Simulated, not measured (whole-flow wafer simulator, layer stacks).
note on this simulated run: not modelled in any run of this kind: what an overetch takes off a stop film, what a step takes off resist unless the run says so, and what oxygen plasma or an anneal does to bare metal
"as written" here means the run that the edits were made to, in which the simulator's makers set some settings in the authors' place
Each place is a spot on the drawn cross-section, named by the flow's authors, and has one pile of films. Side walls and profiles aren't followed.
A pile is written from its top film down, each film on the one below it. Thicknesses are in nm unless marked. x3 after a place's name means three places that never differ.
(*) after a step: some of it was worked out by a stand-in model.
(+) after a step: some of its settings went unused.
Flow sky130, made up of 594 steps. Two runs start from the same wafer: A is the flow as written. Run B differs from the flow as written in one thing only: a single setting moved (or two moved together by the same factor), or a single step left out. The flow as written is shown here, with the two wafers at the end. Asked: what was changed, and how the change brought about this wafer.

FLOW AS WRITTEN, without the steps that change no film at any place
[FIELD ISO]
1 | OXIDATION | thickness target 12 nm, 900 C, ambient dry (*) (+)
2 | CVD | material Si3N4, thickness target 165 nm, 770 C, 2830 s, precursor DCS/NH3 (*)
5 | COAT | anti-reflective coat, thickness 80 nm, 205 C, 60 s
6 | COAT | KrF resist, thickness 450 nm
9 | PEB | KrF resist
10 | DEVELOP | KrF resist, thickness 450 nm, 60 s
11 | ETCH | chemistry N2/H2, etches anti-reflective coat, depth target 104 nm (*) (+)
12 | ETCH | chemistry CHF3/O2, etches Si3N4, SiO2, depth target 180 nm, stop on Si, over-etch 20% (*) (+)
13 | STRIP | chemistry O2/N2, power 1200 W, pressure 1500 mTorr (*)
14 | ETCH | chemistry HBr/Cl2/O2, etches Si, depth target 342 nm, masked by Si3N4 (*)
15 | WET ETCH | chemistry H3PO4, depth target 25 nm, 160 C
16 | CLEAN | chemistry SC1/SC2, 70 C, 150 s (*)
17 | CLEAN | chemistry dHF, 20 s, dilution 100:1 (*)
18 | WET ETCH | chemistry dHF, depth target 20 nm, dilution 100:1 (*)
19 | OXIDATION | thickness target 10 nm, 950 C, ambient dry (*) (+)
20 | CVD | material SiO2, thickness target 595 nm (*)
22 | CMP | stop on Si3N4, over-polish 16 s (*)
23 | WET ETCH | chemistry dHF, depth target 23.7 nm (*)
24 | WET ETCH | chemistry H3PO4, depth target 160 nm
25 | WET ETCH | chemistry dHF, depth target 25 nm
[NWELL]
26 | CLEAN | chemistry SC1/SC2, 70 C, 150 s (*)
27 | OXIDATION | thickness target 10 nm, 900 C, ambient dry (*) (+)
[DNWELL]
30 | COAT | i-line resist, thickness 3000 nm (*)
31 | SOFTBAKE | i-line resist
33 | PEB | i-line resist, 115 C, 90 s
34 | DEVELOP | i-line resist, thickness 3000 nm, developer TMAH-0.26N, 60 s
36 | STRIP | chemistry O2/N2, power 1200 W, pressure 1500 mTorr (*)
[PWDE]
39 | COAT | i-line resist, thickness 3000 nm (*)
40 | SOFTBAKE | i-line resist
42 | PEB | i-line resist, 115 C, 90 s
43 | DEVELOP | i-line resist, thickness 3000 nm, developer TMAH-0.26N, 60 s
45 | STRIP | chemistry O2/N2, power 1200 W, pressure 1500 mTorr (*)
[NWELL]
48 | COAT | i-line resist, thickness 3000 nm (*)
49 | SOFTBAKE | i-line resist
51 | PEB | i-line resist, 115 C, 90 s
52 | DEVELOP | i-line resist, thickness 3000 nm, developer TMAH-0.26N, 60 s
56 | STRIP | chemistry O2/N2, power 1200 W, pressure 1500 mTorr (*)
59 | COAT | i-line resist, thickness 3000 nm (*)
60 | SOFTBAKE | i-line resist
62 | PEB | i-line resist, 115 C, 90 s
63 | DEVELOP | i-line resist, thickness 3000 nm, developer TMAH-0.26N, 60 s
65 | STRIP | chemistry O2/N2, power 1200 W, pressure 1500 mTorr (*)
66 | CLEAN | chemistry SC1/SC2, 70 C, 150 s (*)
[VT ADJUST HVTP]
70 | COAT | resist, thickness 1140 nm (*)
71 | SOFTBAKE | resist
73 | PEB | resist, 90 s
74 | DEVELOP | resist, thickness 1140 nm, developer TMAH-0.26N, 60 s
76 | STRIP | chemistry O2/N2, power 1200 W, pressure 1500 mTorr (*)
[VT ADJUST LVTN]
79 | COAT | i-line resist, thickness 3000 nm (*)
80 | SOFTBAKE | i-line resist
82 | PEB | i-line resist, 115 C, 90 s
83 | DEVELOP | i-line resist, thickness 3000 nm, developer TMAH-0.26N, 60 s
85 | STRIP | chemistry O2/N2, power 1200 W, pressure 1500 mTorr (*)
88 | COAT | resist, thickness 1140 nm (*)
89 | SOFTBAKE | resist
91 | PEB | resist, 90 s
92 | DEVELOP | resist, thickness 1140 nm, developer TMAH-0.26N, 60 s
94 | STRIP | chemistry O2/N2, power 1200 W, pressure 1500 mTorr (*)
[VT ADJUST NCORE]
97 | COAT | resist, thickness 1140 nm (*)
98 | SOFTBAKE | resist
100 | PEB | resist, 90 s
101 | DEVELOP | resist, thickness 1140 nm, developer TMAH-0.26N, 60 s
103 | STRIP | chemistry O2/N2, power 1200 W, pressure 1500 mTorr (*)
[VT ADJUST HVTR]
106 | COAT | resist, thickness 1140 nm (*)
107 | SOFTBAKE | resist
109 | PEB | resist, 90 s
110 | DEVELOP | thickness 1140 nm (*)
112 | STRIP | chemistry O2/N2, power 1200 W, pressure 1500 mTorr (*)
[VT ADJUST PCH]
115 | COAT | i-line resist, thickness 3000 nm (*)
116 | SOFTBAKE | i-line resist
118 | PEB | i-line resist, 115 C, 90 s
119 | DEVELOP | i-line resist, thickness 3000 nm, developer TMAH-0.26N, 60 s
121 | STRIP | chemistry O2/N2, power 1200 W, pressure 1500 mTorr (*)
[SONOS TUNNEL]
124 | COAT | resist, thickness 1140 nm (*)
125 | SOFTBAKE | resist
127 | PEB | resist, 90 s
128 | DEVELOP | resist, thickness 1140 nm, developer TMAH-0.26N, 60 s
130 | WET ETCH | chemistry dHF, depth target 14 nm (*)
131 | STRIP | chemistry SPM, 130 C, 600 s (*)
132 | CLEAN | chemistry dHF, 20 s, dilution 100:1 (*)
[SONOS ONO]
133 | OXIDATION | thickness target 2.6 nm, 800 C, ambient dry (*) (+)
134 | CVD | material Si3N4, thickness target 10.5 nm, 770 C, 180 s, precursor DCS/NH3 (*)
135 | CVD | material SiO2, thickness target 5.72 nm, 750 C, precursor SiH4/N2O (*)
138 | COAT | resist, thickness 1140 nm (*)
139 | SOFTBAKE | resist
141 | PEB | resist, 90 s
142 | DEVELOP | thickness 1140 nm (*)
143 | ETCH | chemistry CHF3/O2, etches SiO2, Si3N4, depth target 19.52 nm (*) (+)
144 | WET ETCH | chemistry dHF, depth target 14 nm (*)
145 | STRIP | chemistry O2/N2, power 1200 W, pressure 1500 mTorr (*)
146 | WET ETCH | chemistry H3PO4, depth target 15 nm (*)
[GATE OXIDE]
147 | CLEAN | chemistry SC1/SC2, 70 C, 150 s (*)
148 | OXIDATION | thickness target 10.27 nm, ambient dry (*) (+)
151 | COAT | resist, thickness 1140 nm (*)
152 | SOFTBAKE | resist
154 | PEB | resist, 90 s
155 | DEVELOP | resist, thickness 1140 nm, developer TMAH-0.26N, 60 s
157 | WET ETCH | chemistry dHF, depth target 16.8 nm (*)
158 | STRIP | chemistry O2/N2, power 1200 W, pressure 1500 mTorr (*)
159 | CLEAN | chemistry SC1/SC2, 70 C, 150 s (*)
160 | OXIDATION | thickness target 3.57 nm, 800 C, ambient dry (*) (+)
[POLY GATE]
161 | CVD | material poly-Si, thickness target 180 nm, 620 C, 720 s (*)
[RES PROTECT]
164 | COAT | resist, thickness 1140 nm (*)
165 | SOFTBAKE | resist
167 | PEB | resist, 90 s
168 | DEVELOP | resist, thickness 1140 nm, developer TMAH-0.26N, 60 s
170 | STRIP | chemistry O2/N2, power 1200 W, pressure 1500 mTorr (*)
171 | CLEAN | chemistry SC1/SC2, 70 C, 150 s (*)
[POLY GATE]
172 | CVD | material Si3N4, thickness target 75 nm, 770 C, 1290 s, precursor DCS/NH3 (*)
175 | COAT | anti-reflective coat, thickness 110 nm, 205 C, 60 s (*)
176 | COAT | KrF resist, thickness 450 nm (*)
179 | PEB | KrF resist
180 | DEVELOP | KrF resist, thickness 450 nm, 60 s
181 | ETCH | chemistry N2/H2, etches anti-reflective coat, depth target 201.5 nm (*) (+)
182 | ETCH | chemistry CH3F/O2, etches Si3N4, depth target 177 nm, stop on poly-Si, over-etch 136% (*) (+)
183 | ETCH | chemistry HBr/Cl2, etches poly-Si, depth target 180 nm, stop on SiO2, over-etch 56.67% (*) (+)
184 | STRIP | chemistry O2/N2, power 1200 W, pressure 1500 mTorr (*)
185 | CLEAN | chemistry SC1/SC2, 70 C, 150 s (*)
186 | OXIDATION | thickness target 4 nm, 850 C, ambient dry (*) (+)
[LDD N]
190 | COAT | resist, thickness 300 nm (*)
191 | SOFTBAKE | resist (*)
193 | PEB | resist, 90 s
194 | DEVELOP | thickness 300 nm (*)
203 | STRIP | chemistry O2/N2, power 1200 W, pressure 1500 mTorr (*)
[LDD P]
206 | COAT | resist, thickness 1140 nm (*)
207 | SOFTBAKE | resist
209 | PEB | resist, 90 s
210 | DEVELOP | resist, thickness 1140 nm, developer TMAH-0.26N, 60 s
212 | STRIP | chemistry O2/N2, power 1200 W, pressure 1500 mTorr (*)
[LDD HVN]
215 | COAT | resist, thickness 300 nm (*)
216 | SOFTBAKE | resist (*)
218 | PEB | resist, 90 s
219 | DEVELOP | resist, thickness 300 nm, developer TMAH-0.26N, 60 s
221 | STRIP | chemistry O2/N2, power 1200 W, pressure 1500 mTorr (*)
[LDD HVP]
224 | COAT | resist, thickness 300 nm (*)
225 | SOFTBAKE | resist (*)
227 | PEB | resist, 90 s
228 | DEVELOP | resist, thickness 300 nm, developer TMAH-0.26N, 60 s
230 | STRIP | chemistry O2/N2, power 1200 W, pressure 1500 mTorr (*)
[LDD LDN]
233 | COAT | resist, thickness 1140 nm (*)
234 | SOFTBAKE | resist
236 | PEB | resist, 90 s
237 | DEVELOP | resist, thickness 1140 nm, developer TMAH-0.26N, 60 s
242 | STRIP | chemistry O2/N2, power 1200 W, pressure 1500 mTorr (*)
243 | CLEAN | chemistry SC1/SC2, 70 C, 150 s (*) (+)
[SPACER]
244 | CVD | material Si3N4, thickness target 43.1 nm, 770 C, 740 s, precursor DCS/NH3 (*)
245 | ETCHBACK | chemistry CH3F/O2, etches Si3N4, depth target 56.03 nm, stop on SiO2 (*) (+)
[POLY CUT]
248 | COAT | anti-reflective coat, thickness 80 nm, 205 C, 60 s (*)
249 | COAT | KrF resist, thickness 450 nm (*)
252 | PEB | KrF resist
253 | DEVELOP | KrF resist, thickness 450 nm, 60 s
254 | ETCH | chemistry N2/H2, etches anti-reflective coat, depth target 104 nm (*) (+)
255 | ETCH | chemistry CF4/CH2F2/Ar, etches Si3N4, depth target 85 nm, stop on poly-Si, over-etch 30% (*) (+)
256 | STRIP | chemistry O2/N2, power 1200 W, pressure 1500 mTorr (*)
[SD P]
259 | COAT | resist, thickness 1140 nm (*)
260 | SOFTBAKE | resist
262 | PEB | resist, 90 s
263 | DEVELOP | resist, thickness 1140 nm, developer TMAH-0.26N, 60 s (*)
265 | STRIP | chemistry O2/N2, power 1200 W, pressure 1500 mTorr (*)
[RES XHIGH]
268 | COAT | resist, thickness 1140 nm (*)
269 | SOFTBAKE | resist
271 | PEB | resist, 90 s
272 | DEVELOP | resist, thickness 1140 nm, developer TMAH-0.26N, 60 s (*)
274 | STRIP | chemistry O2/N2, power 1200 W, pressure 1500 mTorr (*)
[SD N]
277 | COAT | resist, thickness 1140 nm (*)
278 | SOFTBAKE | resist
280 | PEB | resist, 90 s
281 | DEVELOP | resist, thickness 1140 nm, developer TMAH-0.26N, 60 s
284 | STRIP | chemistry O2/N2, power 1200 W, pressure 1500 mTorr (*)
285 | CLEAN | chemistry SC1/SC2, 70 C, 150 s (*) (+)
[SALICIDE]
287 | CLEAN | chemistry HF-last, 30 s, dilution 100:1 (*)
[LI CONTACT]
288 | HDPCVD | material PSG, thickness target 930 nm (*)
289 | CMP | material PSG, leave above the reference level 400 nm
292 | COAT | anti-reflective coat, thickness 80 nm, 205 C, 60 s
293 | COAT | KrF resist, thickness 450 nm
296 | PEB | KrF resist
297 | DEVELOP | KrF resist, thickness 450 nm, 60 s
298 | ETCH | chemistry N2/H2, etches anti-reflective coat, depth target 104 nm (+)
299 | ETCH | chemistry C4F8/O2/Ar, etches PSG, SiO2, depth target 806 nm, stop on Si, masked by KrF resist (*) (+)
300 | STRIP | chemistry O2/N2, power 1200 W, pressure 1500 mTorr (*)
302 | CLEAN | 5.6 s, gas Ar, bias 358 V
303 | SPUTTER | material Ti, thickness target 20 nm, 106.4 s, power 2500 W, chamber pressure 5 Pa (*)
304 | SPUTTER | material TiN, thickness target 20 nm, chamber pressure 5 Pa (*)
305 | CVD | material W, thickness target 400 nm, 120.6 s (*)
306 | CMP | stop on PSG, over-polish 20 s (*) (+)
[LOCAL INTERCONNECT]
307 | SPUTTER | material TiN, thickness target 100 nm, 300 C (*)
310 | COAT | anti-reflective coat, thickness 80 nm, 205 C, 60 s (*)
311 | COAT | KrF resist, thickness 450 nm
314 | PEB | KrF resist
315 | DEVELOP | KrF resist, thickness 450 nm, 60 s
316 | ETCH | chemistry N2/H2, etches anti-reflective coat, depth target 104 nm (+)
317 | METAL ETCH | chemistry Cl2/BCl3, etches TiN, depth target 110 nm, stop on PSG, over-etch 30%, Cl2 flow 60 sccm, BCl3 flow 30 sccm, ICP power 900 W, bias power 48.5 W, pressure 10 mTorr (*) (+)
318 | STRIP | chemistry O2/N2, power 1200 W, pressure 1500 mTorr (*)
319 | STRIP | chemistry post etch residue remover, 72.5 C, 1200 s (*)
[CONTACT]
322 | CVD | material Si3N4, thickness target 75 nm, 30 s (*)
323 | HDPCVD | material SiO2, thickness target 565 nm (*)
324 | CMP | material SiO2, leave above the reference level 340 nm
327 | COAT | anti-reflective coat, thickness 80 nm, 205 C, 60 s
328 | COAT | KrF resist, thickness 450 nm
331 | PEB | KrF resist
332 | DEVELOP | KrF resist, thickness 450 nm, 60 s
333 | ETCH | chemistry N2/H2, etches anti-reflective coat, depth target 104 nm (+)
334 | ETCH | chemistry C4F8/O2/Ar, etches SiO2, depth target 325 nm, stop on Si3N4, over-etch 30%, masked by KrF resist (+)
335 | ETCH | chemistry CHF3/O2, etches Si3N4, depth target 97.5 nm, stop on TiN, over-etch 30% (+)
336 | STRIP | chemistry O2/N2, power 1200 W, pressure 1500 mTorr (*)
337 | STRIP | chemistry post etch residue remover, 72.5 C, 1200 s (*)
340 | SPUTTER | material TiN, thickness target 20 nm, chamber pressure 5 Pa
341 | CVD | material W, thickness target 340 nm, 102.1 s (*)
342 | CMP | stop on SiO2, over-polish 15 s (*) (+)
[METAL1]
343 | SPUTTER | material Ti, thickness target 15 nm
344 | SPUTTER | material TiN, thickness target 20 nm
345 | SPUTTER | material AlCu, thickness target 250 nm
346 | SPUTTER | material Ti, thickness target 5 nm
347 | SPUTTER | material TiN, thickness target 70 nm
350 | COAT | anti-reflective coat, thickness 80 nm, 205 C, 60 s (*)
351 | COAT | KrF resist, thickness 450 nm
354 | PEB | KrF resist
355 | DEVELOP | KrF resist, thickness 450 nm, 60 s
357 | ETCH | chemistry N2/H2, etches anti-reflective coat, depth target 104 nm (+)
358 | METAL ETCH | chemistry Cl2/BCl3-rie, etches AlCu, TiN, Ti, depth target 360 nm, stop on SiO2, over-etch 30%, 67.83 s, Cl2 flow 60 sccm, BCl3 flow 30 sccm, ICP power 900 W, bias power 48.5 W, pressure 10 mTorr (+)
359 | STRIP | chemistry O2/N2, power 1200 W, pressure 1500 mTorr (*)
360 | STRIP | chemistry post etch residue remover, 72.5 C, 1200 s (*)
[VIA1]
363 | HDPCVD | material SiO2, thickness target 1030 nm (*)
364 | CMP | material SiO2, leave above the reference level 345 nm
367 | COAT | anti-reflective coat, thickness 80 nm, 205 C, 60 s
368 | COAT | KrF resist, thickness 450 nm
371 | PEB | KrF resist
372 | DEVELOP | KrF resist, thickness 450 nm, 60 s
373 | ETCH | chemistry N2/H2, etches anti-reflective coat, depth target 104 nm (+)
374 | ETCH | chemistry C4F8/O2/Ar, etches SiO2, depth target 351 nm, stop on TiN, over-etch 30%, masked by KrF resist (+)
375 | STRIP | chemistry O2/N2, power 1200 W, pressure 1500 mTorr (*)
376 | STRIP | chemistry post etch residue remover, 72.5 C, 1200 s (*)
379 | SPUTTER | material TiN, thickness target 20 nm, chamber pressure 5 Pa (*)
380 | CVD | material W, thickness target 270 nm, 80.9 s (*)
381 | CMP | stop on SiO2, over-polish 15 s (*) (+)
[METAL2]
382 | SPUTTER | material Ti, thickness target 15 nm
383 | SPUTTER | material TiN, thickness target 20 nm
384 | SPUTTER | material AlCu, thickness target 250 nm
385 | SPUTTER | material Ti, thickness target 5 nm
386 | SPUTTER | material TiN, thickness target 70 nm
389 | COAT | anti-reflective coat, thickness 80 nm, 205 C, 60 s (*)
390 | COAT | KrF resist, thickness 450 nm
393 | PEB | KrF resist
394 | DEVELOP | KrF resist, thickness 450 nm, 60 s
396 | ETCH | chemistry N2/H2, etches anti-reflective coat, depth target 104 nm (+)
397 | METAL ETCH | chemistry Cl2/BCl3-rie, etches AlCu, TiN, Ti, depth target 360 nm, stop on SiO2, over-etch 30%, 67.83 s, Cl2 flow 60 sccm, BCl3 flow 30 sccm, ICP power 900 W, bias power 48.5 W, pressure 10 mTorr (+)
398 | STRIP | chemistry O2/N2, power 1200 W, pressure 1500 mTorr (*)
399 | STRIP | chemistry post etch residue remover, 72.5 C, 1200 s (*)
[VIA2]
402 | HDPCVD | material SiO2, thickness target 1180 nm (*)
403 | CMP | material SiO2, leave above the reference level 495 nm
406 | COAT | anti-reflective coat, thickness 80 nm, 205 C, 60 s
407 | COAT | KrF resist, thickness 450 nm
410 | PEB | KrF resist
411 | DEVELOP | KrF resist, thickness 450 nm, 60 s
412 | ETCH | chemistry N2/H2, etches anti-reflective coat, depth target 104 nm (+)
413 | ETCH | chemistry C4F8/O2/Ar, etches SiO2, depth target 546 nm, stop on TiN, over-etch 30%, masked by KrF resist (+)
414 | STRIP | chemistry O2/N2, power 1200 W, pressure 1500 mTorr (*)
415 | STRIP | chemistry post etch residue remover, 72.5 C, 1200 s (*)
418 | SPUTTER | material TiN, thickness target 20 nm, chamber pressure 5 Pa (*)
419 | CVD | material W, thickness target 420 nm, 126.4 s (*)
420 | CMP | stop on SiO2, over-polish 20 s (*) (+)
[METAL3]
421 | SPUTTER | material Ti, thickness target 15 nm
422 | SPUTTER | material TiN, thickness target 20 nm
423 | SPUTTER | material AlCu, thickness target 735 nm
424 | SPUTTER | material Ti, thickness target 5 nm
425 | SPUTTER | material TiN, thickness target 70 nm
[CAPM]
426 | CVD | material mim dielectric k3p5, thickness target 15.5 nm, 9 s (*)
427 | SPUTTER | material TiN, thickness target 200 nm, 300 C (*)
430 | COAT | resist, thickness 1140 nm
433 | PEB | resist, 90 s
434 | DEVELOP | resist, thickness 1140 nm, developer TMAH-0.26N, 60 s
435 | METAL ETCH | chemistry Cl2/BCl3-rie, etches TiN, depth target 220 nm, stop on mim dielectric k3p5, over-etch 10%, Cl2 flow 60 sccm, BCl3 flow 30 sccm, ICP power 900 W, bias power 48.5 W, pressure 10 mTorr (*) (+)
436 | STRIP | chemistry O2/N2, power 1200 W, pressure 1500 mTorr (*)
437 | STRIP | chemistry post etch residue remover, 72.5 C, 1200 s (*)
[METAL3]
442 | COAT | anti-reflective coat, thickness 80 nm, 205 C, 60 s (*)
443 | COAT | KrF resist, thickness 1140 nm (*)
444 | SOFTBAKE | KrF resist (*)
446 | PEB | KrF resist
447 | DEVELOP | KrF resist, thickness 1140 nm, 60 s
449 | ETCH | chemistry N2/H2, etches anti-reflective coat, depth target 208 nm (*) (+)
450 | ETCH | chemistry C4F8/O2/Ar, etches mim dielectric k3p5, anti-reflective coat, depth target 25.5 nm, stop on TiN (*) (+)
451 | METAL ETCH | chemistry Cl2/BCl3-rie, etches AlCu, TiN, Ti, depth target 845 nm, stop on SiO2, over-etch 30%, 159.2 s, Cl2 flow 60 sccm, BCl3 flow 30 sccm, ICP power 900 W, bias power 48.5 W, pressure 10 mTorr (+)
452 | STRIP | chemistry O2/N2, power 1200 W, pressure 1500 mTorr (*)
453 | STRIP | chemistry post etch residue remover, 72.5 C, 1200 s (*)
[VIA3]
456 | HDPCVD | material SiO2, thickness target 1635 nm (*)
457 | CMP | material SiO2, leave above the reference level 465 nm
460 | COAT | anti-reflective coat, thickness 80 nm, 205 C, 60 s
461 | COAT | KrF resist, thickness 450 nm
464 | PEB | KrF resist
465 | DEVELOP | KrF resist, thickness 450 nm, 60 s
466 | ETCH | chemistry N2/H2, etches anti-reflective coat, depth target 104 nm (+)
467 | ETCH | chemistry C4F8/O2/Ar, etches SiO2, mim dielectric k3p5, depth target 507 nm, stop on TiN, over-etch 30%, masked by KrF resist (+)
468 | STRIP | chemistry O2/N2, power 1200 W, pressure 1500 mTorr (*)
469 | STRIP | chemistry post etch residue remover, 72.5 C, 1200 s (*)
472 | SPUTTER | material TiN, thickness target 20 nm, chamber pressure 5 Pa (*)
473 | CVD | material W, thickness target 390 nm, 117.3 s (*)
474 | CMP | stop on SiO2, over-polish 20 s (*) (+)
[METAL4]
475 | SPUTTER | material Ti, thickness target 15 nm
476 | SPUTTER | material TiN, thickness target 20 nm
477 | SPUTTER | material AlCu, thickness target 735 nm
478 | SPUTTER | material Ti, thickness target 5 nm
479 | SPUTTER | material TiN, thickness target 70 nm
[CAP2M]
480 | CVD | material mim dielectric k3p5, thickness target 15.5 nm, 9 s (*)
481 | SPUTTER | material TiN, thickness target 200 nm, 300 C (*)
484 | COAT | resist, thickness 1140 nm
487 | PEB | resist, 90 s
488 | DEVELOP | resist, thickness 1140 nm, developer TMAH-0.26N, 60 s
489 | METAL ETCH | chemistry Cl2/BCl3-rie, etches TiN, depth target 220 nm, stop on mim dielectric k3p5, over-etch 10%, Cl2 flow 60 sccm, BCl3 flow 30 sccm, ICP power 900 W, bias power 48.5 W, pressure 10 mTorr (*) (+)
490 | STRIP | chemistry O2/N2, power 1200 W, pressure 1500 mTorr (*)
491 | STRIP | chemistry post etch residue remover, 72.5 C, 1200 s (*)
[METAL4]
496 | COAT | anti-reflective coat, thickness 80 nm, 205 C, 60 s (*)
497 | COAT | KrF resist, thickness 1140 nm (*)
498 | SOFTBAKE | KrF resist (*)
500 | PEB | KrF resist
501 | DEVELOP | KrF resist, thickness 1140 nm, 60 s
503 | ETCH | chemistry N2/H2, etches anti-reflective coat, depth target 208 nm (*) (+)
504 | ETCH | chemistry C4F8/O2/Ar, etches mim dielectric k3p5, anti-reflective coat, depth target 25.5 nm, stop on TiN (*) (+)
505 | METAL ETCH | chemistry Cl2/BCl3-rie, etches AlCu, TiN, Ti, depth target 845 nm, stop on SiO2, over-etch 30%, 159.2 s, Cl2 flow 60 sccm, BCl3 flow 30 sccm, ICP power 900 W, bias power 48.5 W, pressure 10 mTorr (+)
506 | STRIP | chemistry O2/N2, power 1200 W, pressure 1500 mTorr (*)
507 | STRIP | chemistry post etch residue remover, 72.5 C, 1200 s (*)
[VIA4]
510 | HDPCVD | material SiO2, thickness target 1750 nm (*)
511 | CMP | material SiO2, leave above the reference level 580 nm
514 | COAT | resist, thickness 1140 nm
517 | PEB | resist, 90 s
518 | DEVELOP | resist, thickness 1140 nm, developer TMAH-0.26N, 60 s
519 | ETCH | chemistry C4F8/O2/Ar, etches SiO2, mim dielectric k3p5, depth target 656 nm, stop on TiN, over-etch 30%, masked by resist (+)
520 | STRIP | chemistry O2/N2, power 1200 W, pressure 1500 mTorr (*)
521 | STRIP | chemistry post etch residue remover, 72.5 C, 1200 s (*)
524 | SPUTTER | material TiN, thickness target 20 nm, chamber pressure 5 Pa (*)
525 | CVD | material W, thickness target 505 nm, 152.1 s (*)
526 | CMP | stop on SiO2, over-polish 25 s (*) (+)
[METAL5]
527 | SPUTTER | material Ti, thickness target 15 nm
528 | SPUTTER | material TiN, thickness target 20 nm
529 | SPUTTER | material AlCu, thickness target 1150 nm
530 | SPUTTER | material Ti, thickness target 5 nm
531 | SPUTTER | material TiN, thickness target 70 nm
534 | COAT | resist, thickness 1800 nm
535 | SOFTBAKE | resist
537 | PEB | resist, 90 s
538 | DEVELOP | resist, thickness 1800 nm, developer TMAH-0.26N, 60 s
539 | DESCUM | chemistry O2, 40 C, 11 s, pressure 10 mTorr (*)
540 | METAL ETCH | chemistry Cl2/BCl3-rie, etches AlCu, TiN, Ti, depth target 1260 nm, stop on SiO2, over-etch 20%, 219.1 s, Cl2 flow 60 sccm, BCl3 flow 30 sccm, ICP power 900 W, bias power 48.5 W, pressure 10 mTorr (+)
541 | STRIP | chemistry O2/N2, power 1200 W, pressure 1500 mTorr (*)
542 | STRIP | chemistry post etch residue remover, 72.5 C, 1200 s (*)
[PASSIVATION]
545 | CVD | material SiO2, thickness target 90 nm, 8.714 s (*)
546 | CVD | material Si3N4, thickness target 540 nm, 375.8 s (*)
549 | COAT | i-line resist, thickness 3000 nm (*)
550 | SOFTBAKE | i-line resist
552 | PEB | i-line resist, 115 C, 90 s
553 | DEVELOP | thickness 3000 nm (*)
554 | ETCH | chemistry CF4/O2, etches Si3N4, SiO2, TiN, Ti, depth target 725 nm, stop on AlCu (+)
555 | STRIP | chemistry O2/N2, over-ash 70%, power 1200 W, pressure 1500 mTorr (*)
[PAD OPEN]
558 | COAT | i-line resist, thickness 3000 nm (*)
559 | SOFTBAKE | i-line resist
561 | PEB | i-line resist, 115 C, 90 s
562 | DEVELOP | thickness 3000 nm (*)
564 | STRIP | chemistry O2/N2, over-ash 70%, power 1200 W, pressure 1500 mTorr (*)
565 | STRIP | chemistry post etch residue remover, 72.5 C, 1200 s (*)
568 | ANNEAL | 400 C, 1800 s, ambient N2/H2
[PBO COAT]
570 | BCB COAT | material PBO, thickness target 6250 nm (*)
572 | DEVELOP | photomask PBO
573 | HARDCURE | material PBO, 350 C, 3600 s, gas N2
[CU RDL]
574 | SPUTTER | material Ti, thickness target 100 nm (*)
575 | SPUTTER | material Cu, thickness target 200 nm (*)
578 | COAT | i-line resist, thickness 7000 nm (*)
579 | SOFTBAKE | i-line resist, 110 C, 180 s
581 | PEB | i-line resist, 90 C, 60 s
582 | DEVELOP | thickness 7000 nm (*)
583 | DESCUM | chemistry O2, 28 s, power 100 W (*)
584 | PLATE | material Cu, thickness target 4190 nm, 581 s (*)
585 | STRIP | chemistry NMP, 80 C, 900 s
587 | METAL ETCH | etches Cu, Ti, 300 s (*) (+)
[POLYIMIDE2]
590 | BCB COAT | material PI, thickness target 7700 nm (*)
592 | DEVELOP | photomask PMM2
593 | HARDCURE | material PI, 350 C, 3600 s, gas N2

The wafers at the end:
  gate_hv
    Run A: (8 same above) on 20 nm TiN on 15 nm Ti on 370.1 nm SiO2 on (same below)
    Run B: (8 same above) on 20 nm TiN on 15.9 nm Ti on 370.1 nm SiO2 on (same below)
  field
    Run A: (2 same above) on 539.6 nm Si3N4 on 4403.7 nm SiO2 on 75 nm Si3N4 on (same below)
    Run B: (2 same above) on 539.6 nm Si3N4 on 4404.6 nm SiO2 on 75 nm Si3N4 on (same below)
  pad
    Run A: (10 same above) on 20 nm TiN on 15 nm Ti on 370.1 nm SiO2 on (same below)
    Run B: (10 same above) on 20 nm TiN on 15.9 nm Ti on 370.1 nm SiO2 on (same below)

The reason: step 475, SPUTTER: thickness target 15.9 nm was run, whereas the flow has thickness target 15 nm.
The wafer lets one read it off: gate_hv has Ti 15.9, and step 475 as written asks for 15 nm.

Step by step, how the change led to this:
  475 | SPUTTER | material Ti, thickness target 15 nm
      field, active, n_well and 189 more: A Ti gains 15 (new film) | B Ti gains 15.9 (new film)
  505 | METAL ETCH | chemistry Cl2/BCl3-rie, etches AlCu, TiN, Ti, depth target 845 nm, stop on SiO2, over-etch 30%, 159.2 s, Cl2 flow 60 sccm, BCl3 flow 30 sccm, ICP power 900 W, bias power 48.5 W, pressure 10 mTorr (+)
      field, active, gate and 70 more: A TiN loses 70 (all of it), Ti loses 5 (all of it), AlCu loses 735 (all of it), TiN loses 20 (all of it), Ti loses 15 (all of it), SiO2 loses 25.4 | B TiN loses 70 (all of it), Ti loses 5 (all of it), AlCu loses 735 (all of it), TiN loses 20 (all of it), Ti loses 15.9 (all of it), SiO2 loses 25.3
      vpp_iso1, mim_edge_plate, m1_ln and 12 more: A TiN loses 70 (all of it), Ti loses 5 (all of it), AlCu loses 735 (all of it), TiN loses 20 (all of it), Ti loses 15 (all of it), SiO2 loses 25.3 | B TiN loses 70 (all of it), Ti loses 5 (all of it), AlCu loses 735 (all of it), TiN loses 20 (all of it), Ti loses 15.9 (all of it), SiO2 loses 25.3
